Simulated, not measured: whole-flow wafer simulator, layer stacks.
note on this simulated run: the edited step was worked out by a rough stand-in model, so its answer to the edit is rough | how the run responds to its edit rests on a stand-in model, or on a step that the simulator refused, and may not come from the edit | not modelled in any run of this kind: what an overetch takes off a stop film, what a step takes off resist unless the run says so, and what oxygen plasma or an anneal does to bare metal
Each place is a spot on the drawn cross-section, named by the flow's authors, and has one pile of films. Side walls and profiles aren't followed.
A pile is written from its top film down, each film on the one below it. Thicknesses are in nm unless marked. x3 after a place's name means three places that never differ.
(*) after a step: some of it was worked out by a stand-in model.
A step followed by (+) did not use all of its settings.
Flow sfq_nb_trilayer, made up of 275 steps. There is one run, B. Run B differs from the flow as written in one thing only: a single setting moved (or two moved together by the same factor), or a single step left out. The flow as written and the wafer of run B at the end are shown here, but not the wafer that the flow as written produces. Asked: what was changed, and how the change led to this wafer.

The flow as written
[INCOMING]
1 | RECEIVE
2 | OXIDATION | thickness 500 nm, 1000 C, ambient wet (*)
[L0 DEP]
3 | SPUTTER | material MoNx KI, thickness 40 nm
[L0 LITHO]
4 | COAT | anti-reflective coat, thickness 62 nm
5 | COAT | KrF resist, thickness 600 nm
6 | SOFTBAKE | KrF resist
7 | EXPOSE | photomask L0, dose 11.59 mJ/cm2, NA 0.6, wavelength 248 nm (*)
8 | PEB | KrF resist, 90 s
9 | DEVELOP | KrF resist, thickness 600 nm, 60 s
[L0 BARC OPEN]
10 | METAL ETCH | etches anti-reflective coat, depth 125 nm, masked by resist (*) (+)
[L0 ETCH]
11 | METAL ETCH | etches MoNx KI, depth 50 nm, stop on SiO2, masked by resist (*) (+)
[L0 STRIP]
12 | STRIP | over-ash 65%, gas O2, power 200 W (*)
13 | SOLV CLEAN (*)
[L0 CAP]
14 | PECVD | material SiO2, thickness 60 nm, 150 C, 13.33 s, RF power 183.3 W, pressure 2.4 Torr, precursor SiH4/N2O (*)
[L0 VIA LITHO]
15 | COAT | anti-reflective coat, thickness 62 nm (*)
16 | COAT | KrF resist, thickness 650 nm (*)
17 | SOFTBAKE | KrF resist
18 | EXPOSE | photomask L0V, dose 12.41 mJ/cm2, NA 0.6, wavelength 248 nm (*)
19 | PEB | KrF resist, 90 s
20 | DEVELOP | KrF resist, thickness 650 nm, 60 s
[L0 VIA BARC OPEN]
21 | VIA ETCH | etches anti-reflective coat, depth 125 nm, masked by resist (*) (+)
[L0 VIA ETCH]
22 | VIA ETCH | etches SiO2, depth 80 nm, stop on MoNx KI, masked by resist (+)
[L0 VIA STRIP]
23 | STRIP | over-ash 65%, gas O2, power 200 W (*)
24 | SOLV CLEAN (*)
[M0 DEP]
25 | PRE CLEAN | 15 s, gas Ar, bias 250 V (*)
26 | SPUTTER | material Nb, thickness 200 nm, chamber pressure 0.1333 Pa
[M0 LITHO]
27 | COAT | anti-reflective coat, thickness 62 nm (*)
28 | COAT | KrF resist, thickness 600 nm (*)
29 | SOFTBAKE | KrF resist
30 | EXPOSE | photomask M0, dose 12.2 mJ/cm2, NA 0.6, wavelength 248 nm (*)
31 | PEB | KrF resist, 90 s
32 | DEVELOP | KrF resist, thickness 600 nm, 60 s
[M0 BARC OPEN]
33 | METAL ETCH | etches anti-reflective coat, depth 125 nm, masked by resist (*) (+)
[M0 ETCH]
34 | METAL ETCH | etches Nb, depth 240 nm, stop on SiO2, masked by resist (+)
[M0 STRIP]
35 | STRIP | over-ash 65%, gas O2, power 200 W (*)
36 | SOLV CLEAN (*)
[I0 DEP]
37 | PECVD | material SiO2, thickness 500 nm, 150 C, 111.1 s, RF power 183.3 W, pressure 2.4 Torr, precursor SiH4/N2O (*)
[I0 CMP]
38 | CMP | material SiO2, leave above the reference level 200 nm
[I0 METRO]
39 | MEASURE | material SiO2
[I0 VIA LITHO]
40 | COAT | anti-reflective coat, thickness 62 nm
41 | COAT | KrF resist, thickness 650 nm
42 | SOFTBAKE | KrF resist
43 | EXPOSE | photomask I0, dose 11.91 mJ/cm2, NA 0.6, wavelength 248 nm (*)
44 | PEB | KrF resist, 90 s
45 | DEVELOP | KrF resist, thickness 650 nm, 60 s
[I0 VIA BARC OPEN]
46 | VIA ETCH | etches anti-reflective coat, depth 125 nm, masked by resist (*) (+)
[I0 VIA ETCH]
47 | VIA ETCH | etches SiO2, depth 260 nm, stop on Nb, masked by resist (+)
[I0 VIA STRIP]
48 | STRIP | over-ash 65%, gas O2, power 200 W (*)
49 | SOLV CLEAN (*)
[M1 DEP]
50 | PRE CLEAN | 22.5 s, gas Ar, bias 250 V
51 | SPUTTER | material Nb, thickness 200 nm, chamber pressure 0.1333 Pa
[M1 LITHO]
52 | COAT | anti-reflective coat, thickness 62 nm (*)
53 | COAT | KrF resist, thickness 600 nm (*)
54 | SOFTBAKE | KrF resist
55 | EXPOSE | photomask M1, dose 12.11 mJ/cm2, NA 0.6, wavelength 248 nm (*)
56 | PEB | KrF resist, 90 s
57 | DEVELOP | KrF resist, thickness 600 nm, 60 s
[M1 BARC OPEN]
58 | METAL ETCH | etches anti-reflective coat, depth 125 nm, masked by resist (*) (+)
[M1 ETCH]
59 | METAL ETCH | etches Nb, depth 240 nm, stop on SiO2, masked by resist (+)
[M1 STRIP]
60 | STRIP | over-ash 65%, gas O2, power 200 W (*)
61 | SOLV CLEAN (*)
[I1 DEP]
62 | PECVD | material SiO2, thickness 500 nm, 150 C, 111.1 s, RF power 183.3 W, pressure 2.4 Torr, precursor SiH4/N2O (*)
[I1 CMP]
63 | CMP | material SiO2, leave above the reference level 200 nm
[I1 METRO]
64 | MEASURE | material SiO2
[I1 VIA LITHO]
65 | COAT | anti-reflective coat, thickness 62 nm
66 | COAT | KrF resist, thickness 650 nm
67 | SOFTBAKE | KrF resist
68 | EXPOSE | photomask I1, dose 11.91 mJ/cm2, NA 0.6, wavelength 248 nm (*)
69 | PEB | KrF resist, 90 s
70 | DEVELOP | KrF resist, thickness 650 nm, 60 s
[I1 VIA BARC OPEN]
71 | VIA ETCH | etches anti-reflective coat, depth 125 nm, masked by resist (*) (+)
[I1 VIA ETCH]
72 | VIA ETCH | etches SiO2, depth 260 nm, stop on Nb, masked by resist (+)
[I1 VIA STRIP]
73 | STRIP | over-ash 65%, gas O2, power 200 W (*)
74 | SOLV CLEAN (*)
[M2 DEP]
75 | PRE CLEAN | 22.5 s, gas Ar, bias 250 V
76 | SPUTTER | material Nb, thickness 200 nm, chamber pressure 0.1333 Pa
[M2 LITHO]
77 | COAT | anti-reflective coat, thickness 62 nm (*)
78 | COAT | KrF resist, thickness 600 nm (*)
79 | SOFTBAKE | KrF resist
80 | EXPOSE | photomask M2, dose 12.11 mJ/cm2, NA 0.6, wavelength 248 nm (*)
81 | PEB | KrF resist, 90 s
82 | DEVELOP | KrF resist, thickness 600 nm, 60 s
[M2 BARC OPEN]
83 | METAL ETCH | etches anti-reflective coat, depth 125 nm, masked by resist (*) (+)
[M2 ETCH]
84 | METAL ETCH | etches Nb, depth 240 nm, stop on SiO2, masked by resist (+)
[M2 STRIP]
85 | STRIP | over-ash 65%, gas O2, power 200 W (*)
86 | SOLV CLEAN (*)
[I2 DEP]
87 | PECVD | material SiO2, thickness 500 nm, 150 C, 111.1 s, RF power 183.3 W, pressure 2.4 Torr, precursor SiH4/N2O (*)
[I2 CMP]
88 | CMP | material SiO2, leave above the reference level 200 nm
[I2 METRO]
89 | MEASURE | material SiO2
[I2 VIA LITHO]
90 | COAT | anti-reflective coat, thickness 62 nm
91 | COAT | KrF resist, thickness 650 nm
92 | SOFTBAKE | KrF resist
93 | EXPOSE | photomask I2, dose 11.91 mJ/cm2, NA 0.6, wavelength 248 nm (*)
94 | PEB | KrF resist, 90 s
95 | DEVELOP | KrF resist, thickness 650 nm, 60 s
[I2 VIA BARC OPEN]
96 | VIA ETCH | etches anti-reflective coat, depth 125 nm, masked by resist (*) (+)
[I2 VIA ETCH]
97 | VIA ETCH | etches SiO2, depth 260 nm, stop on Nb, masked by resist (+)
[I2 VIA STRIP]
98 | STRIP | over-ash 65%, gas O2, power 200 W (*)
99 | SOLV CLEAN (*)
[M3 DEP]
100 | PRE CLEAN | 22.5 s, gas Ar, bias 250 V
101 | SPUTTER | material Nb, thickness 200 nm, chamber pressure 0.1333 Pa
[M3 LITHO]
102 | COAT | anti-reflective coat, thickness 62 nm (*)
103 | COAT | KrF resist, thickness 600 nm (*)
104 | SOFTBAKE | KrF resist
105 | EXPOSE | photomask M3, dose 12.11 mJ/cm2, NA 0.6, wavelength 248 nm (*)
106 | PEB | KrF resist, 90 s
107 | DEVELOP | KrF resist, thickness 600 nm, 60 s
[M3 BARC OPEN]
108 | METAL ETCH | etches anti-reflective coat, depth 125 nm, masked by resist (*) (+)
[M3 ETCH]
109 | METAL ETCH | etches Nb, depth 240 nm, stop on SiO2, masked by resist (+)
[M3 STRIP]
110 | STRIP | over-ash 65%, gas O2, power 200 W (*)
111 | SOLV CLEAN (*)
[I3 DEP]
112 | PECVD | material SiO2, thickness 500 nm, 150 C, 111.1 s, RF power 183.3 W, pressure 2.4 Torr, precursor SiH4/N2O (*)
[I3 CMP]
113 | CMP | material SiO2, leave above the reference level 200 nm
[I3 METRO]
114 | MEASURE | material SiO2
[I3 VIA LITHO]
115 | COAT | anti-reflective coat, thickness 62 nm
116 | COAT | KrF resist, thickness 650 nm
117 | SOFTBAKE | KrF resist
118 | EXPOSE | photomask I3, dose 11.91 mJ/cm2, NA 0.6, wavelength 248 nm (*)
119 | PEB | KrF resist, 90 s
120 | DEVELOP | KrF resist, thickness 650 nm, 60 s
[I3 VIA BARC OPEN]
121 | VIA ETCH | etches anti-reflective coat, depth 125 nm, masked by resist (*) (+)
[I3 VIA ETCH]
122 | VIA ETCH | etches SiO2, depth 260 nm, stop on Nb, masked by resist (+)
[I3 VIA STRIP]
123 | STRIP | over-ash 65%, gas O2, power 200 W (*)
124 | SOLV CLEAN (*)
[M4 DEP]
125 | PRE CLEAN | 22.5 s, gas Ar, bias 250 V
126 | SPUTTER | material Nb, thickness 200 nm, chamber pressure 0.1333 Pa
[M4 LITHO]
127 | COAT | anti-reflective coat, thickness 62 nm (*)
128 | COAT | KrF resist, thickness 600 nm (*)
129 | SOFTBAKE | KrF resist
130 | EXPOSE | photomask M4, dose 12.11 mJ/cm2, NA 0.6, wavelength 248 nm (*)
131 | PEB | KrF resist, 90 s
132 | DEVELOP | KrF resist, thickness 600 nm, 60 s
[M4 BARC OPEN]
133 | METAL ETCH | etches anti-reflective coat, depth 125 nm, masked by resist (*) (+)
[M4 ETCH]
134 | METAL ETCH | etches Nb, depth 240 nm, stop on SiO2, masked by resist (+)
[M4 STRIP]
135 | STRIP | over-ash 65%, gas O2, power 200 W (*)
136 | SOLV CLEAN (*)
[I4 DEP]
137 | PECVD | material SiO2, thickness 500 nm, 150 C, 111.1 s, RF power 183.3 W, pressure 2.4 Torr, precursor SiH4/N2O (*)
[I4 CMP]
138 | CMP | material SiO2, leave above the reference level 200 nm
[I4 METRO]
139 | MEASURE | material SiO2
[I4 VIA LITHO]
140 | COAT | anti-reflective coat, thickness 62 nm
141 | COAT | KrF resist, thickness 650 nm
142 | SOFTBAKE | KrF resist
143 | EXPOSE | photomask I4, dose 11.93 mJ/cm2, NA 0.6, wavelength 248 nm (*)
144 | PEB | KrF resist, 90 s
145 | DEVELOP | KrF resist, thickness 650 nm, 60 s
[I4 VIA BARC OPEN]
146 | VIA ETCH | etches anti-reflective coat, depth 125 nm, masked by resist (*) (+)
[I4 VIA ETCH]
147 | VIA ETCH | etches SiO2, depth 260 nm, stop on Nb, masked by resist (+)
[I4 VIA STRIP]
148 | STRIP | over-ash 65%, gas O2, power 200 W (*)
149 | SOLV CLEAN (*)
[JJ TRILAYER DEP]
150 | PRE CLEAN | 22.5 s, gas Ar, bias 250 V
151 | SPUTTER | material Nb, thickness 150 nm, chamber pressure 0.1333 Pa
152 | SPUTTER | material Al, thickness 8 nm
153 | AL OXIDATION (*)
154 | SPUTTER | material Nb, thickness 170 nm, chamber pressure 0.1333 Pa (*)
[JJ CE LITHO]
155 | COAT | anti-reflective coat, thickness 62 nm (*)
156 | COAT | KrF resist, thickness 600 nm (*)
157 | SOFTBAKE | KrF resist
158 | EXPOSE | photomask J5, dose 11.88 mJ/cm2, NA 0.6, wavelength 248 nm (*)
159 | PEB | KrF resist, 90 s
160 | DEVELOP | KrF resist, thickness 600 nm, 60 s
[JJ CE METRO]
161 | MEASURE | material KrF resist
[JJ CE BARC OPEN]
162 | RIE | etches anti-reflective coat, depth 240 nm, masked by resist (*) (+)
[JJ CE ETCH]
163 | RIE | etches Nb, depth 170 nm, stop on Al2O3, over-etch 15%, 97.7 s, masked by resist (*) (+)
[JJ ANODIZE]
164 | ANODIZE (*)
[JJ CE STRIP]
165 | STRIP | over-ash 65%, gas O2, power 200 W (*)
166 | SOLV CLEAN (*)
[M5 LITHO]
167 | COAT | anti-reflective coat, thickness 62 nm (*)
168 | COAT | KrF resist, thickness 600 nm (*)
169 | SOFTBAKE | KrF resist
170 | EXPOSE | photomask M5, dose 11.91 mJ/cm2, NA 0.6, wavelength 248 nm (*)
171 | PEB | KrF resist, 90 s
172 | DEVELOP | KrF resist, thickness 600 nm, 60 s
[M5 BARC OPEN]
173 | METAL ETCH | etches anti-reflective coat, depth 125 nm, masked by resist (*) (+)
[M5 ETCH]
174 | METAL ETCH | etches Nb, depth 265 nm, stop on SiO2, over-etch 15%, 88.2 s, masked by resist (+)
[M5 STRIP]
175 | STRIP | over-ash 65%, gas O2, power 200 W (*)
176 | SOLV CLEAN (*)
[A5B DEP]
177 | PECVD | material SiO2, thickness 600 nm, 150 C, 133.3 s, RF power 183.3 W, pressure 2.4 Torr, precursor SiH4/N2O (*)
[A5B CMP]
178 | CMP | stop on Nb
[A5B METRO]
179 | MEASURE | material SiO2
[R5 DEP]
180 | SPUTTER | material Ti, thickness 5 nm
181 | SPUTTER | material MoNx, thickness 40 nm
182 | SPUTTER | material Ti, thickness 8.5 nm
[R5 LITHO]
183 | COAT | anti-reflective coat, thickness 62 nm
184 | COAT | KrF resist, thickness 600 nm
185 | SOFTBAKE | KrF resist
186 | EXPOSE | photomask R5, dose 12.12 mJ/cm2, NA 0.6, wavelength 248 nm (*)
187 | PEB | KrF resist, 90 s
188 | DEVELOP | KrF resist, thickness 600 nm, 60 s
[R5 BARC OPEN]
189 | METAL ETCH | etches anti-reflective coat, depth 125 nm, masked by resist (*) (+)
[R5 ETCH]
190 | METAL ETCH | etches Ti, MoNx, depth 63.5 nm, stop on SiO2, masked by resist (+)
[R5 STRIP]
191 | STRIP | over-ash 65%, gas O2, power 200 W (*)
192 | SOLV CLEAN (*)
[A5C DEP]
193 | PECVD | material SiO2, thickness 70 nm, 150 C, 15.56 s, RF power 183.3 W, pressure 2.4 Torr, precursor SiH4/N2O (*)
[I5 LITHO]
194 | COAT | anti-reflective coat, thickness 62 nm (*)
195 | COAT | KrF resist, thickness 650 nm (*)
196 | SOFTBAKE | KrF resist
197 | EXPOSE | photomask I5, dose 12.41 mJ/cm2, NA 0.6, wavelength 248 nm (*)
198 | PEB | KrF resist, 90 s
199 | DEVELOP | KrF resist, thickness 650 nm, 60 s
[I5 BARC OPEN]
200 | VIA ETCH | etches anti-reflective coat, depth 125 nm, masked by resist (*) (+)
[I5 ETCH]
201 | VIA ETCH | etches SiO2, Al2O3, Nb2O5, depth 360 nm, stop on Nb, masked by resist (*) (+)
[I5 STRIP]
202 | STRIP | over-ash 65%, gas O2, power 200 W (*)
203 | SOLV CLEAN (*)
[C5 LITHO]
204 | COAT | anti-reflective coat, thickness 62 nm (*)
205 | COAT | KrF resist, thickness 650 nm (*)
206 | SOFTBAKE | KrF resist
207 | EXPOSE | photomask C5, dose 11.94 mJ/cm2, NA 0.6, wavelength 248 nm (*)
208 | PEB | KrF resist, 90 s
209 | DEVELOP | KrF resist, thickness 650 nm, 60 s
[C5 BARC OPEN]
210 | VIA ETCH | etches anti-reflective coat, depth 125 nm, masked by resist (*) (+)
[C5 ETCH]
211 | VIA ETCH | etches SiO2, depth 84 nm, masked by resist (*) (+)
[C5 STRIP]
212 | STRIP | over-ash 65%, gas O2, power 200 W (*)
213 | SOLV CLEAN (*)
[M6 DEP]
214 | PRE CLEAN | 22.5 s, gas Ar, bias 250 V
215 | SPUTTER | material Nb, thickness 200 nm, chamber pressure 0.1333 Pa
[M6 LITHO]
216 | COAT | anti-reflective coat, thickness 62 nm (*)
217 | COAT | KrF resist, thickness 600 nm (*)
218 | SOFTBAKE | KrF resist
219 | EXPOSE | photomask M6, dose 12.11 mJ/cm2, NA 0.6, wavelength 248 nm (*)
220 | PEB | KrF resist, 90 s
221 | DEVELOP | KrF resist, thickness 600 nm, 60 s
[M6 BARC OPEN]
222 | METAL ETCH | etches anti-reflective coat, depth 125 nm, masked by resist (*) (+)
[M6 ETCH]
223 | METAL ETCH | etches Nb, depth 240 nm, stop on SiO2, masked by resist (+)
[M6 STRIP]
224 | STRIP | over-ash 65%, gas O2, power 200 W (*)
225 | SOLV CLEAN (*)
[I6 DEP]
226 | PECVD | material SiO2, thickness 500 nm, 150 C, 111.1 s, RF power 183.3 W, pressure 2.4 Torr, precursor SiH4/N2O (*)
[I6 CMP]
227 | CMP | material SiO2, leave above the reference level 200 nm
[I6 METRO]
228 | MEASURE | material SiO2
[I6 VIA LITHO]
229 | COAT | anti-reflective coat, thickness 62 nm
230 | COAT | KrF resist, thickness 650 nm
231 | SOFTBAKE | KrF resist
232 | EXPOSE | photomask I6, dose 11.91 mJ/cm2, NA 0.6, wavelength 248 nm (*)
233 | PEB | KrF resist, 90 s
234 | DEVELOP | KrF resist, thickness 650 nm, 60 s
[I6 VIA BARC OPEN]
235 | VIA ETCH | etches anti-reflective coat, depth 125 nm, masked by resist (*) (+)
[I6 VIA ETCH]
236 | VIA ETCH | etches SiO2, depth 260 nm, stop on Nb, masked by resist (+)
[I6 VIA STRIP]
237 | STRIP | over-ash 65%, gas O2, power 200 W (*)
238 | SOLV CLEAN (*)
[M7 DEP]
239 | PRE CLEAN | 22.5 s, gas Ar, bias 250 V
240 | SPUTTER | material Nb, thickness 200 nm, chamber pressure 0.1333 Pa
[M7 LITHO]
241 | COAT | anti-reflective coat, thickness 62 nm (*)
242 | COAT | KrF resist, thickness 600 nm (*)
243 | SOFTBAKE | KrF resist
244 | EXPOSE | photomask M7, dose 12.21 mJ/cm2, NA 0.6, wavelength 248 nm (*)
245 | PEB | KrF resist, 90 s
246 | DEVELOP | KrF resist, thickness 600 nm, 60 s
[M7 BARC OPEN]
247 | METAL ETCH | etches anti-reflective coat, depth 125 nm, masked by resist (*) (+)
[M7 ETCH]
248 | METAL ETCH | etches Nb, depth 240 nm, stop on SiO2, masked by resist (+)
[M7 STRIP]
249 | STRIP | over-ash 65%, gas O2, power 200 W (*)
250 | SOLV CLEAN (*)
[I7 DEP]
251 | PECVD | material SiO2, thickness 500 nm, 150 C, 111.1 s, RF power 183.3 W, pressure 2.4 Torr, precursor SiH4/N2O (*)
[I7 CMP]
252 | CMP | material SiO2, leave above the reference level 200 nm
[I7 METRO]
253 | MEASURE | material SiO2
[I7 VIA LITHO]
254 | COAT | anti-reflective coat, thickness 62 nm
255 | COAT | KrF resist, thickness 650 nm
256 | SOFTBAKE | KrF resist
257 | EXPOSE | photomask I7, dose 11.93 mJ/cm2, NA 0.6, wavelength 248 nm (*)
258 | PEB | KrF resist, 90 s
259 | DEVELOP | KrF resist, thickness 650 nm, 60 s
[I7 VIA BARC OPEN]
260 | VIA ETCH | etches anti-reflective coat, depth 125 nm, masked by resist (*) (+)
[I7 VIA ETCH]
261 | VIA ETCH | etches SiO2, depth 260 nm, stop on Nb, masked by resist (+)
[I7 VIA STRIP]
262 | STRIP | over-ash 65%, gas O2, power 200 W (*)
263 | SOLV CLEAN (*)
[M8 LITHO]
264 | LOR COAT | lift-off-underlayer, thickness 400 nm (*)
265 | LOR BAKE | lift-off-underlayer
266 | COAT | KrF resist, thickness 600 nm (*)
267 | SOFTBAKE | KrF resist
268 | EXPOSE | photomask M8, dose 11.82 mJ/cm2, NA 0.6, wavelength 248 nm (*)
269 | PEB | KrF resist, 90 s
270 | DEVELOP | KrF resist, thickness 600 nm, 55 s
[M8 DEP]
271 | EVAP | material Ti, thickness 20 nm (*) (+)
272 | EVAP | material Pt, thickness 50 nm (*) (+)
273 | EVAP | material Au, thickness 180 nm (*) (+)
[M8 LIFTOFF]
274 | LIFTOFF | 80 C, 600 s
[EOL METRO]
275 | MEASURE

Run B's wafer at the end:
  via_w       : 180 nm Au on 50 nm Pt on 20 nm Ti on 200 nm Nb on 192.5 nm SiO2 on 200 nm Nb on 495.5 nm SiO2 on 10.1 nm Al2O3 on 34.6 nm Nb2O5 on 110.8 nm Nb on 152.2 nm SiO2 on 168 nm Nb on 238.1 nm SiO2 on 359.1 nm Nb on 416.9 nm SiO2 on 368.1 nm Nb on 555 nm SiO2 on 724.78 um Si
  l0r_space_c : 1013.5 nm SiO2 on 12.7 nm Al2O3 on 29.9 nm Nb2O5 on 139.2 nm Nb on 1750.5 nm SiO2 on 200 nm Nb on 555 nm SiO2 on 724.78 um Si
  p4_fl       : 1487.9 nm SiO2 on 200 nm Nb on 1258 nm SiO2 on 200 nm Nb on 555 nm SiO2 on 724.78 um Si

The reason: step 112, PECVD: thickness 288 nm was run, whereas the flow has thickness 500 nm; step 112, PECVD: 63.89 s was run, where the flow has 111.1 s.

How this came from the change, step by step:
  112 | PECVD | material SiO2, thickness 500 nm, 150 C, 111.1 s, RF power 183.3 W, pressure 2.4 Torr, precursor SiH4/N2O (*)
      field_l, be, be_sur and 64 more: SiO2 gains 288 (as written it would have been: SiO2 gains 500)
      v_sur, via_wl, via_wr and 27 more: SiO2 gains 288 (new film) (as written it would have been: SiO2 gains 500 (new film))
      (and at 9 other places as well)
  113 | CMP | material SiO2, leave above the reference level 200 nm
      field_l, be, be_sur and 64 more: nothing (as written it would have been: SiO2 loses 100)
      p4_g1, p4_g2, p3_s0, p3_s1, p3_s2, p3_s3, p3_s4, p3_s5: nothing (as written it would have been: SiO2 loses 157.1)
      (and at 31 other places as well)
  115 | COAT | anti-reflective coat, thickness 62 nm
      c5j, m0r_line_l, m0r_line_r, m6r_line_l, m6r_line_r, m7r_line_l, m7r_line_r: anti-reflective coat gains 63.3 (new film) (as written it would have been: anti-reflective coat gains 62 (new film))
      m0r_space_l, m0r_space_r, m6r_space_l, m6r_space_r, m7r_space_l, m7r_space_r: anti-reflective coat gains 76.7 (new film) (as written it would have been: anti-reflective coat gains 62 (new film))
      (and at 76 other places as well)
  116 | COAT | KrF resist, thickness 650 nm
      m0r_line_l, m0r_line_r, m6r_line_l, m6r_line_r, m7r_line_l, m7r_line_r: KrF resist gains 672 (new film) (as written it would have been: KrF resist gains 650 (new film))
      m0r_space_l, m0r_space_r, m6r_space_l, m6r_space_r, m7r_space_l, m7r_space_r: KrF resist gains 663.6 (new film) (as written it would have been: KrF resist gains 650 (new film))
      (and at 61 other places as well)
  120 | DEVELOP | KrF resist, thickness 650 nm, 60 s
      via_v: KrF resist loses 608 (all of it) (as written it would have been: KrF resist loses 648.6 (all of it))
  121 | VIA ETCH | etches anti-reflective coat, depth 125 nm, masked by resist (*) (+)
      field_l, v_sur, via_wl and 102 more: KrF resist loses 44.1 (as written it would have been: KrF resist loses 51.7)
      via_v: anti-reflective coat loses 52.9 (all of it), SiO2 loses 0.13 (as written it would have been: anti-reflective coat loses 62 (all of it), SiO2 loses 0.16)
  123 | STRIP | over-ash 65%, gas O2, power 200 W (*)
      m0r_line_l, m0r_line_r, m6r_line_l, m6r_line_r, m7r_line_l, m7r_line_r: KrF resist loses 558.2 (all of it), anti-reflective coat loses 63.3 (all of it) (as written it would have been: KrF resist loses 528.6 (all of it), anti-reflective coat loses 62 (all of it))
      m0r_space_l, m0r_space_r, m6r_space_l, m6r_space_r, m7r_space_l, m7r_space_r: KrF resist loses 549.8 (all of it), anti-reflective coat loses 76.7 (all of it) (as written it would have been: KrF resist loses 528.6 (all of it), anti-reflective coat loses 62 (all of it))
      (and at 93 other places as well)
  126 | SPUTTER | material Nb, thickness 200 nm, chamber pressure 0.1333 Pa
      via_w: Nb gains 168 (new film) (as written it would have been: Nb gains 200 (new film))
  127 | COAT | anti-reflective coat, thickness 62 nm (*)
      m0r_line_l, m0r_line_r, m6r_line_l, m6r_line_r, m7r_line_l, m7r_line_r: anti-reflective coat gains 63.5 (new film) (as written it would have been: anti-reflective coat gains 62 (new film))
      m0r_space_l, m0r_space_r, m6r_space_l, m6r_space_r, m7r_space_l, m7r_space_r: anti-reflective coat gains 74.2 (new film) (as written it would have been: anti-reflective coat gains 62 (new film))
      (and at 76 other places as well)
  128 | COAT | KrF resist, thickness 600 nm (*)
      m0r_line_l, m0r_line_r, m6r_line_l, m6r_line_r, m7r_line_l, m7r_line_r: KrF resist gains 619.6 (new film) (as written it would have been: KrF resist gains 600 (new film))
      m0r_space_l, m0r_space_r, m6r_space_l, m6r_space_r, m7r_space_l, m7r_space_r: KrF resist gains 614.1 (new film) (as written it would have been: KrF resist gains 600 (new film))
      (and at 61 other places as well)
  132 | DEVELOP | KrF resist, thickness 600 nm, 60 s
      m0r_line_l, m0r_line_r, m6r_line_l, m6r_line_r, m7r_line_l, m7r_line_r: KrF resist loses 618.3 (all of it) (as written it would have been: KrF resist loses 598.7 (all of it))
      m0r_space_l, m0r_space_r, m6r_space_l, m6r_space_r, m7r_space_l, m7r_space_r: KrF resist loses 612.8 (all of it) (as written it would have been: KrF resist loses 598.7 (all of it))
      (and at 29 other places as well)
  133 | METAL ETCH | etches anti-reflective coat, depth 125 nm, masked by resist (*) (+)
      v_sur, via_wl, via_w and 36 more: KrF resist loses 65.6 (as written it would have been: KrF resist loses 51.7)
      m0r_line_l, m0r_line_r, m6r_line_l, m6r_line_r, m7r_line_l, m7r_line_r: anti-reflective coat loses 63.5 (all of it) (as written it would have been: anti-reflective coat loses 62 (all of it))
      (and at 46 other places as well)
  135 | STRIP | over-ash 65%, gas O2, power 200 W (*)
      v_sur: KrF resist loses 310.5 (all of it), anti-reflective coat loses 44 (all of it) (as written it would have been: KrF resist loses 379.9 (all of it), anti-reflective coat loses 61.4 (all of it))
      via_wl: KrF resist loses 315.7 (all of it), anti-reflective coat loses 40.1 (all of it) (as written it would have been: KrF resist loses 379.4 (all of it), anti-reflective coat loses 61.3 (all of it))
      (and at 37 other places as well)
  137 | PECVD | material SiO2, thickness 500 nm, 150 C, 111.1 s, RF power 183.3 W, pressure 2.4 Torr, precursor SiH4/N2O (*)
      p3_s0, p3_s1, p3_s2, p3_s3, p3_s4, p3_s5: SiO2 gains 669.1 (as written it would have been: SiO2 gains 557.1)
      via_w: SiO2 gains 576.9 (new film) (as written it would have been: SiO2 gains 500 (new film))
  138 | CMP | material SiO2, leave above the reference level 200 nm
      field_l, be, be_sur and 55 more: nothing (as written it would have been: SiO2 loses 100)
      lsp_r, l0_sur, l0v: nothing (as written it would have been: SiO2 loses 91.9)
      (and at 9 other places as well)
  140 | COAT | anti-reflective coat, thickness 62 nm
      be, m0r_space_l, m0r_space_r, m6r_space_l, m6r_space_r, m7r_space_l, m7r_space_r: anti-reflective coat gains 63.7 (new film) (as written it would have been: anti-reflective coat gains 62 (new film))
      field_l, r5r_line_c: anti-reflective coat gains 63.9 (new film) (as written it would have been: anti-reflective coat gains 62 (new film))
      (and at 21 other places as well)
  ... another 31 steps ...
  227 | CMP | material SiO2, leave above the reference level 200 nm
      ce_l, ce_r: SiO2 loses 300 (as written it would have been: SiO2 loses 290)
      c5j: SiO2 loses 233 (as written it would have been: SiO2 loses 223)
If metal films that touch count as one body, via_w has 6 bodies (between them, from the top down: SiO2 192.5; SiO2 495.5 / Al2O3 10.1 / Nb2O5 34.6; SiO2 152.2; SiO2 238.1; SiO2 416.9); the flow as written gives 5 bodies (between them, from the top down: SiO2 192.5; SiO2 427.3 / Al2O3 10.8 / Nb2O5 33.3; SiO2 425.9; SiO2 416.9).
